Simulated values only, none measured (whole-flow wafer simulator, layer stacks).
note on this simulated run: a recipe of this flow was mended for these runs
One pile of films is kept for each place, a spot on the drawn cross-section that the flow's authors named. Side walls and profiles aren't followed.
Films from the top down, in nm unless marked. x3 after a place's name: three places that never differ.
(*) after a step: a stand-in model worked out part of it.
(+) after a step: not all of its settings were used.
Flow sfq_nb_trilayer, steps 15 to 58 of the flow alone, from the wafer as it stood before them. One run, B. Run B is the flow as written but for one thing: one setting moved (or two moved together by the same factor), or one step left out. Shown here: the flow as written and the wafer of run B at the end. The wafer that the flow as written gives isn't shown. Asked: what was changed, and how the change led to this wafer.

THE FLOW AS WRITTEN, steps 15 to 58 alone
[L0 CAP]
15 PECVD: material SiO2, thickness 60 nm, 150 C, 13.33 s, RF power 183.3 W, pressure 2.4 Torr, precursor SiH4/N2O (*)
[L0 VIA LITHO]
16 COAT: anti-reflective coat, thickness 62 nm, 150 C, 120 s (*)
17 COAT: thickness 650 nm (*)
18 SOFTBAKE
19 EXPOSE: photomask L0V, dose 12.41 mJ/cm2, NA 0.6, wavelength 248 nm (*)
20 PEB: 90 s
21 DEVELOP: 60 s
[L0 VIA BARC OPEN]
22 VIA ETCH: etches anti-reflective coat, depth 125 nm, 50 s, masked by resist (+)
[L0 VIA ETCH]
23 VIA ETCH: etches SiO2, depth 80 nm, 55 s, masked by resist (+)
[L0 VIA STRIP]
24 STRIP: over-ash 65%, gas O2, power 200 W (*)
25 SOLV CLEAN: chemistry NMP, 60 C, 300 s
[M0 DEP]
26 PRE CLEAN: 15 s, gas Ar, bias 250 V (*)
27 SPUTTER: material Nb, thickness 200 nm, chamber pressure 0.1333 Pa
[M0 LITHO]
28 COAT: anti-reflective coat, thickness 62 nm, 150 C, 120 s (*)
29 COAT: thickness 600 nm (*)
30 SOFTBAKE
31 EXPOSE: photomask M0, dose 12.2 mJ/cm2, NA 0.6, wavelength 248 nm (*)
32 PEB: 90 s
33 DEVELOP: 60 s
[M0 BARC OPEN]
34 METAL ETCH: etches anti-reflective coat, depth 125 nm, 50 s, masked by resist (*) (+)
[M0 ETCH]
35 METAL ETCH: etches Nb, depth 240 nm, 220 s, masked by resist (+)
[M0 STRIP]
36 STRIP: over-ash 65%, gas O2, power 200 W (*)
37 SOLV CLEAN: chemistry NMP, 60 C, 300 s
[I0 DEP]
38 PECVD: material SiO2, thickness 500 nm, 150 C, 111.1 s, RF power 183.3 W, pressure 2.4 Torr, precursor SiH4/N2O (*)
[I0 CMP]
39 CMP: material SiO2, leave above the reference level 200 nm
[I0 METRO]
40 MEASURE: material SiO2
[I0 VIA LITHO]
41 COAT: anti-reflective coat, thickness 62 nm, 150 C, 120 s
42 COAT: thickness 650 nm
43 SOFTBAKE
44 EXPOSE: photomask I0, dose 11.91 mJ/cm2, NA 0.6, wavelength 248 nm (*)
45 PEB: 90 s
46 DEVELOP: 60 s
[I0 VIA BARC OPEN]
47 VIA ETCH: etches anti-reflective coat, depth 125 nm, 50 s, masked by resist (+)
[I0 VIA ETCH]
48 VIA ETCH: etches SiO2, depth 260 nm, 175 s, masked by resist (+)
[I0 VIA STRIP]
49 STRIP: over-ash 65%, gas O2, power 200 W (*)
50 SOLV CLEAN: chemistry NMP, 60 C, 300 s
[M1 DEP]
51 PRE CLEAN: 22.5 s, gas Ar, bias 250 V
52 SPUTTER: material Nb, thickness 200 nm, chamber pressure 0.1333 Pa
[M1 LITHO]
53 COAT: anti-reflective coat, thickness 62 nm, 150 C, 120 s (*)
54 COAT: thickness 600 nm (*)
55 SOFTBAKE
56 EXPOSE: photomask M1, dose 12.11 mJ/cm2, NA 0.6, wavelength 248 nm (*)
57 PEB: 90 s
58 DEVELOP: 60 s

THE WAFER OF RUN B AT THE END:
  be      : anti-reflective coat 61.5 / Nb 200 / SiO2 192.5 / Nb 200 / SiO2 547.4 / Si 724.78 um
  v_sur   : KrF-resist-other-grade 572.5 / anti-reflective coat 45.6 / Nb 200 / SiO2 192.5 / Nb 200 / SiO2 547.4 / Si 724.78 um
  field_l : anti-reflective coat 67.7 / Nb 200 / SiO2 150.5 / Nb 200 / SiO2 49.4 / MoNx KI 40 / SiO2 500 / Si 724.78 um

The cause: step 15, PECVD: RF power 154 W was run, where the flow has RF power 183.3 W.

How the change led to this, step by step:
  15 PECVD: material SiO2, thickness 60 nm, 150 C, 13.33 s, RF power 183.3 W, pressure 2.4 Torr, precursor SiH4/N2O (*)
      v_sur, via_wl, via_w and 97 more: SiO2 +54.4 (as written it would be: SiO2 +60)
      field_l, l0_sur, l0v, l0r_line_l, l0r_line_c, l0r_line_r: SiO2 +54.4 (new film) (as written it would be: SiO2 +60 (new film))
  23 VIA ETCH: etches SiO2, depth 80 nm, 55 s, masked by resist (+)
      l0v: SiO2 -54 (all of it), MoNx KI -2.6 (as written it would be: SiO2 -59.7 (all of it), MoNx KI -2.03)
  28 COAT: anti-reflective coat, thickness 62 nm, 150 C, 120 s (*)
      l0_sur: anti-reflective coat +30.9 (new film) (as written it would be: anti-reflective coat +29.3 (new film))
      l0v: anti-reflective coat +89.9 (new film) (as written it would be: anti-reflective coat +92.5 (new film))
  36 STRIP: over-ash 65%, gas O2, power 200 W (*)
      l0_sur: KrF-resist-other-grade -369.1 (all of it), anti-reflective coat -30.9 (all of it) (as written it would be: KrF-resist-other-grade -370 (all of it), anti-reflective coat -29.3 (all of it))
      l0v: KrF-resist-other-grade -371.8 (all of it), anti-reflective coat -89.9 (all of it) (as written it would be: KrF-resist-other-grade -374.1 (all of it), anti-reflective coat -92.5 (all of it))
  39 CMP: material SiO2, leave above the reference level 200 nm
      l0v: SiO2 -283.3 (as written it would be: SiO2 -277.4)
